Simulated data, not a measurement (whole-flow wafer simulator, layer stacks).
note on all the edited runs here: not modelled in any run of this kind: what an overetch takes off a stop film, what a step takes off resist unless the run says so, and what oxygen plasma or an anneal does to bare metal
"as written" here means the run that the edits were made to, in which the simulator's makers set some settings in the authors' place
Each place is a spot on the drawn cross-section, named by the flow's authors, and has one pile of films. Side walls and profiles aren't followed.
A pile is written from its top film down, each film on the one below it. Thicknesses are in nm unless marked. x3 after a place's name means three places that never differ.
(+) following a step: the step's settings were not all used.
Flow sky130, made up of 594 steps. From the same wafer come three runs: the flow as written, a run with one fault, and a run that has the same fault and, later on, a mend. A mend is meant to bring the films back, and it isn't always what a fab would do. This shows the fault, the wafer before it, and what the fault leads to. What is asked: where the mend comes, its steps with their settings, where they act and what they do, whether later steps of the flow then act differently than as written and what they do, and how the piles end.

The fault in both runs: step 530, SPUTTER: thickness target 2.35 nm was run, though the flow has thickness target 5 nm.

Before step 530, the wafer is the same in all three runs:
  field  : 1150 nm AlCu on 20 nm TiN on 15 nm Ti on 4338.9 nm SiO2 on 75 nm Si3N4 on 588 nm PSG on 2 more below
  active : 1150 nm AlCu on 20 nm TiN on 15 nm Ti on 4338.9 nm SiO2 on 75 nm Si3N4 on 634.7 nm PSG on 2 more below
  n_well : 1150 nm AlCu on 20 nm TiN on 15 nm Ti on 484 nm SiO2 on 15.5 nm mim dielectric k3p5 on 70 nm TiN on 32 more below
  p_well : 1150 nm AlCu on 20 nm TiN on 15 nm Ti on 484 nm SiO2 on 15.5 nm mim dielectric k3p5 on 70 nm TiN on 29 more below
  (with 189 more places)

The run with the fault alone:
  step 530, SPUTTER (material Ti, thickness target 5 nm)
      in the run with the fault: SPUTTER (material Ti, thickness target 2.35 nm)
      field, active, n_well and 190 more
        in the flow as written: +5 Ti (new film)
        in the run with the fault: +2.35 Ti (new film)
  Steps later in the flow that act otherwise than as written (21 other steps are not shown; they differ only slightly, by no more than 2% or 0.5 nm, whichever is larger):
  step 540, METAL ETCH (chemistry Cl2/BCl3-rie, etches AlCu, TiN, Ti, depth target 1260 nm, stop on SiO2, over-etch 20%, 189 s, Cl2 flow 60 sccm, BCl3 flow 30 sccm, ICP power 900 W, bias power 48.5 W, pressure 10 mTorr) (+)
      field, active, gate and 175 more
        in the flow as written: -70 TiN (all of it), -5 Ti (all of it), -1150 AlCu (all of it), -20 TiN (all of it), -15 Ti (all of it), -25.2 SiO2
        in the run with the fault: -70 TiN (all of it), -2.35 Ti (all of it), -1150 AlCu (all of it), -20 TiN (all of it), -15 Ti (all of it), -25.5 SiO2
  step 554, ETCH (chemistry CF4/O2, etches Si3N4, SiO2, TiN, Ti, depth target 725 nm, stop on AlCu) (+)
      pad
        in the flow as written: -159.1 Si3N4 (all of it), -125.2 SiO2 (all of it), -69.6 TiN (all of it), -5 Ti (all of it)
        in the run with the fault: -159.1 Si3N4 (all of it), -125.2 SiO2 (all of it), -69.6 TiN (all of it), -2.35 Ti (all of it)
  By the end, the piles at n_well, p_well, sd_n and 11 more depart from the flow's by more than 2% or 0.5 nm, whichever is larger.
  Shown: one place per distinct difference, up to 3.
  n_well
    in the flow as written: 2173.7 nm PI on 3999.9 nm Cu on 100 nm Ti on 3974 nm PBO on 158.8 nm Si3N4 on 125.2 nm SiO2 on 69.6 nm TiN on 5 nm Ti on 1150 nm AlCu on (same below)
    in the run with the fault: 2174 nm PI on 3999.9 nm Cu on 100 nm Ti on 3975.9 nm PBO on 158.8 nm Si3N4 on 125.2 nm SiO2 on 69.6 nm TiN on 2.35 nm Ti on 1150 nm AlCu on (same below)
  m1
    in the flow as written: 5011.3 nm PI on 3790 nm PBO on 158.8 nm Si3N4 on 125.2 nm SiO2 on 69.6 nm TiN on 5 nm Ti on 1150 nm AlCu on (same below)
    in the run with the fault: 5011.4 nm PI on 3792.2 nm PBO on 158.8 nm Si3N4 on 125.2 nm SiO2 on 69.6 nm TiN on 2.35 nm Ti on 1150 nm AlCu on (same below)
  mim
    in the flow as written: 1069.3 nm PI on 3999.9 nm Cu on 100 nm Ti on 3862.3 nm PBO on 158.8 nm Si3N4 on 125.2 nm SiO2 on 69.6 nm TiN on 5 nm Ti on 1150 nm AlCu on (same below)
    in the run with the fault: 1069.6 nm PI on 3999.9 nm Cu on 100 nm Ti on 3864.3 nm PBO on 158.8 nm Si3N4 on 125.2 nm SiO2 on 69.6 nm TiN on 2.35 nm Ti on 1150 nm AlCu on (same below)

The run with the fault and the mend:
  The mend follows step 530.
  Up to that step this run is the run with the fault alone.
  step 530a, SPUTTER (material Ti, thickness target 2.65 nm) (the flow's step 530 again, with other settings)
      field, active, n_well and 190 more
        +2.65 Ti
  Later steps of the flow that are run all act as written at every place that is followed.
  By the end, the piles equal the flow's at every place that both follow.
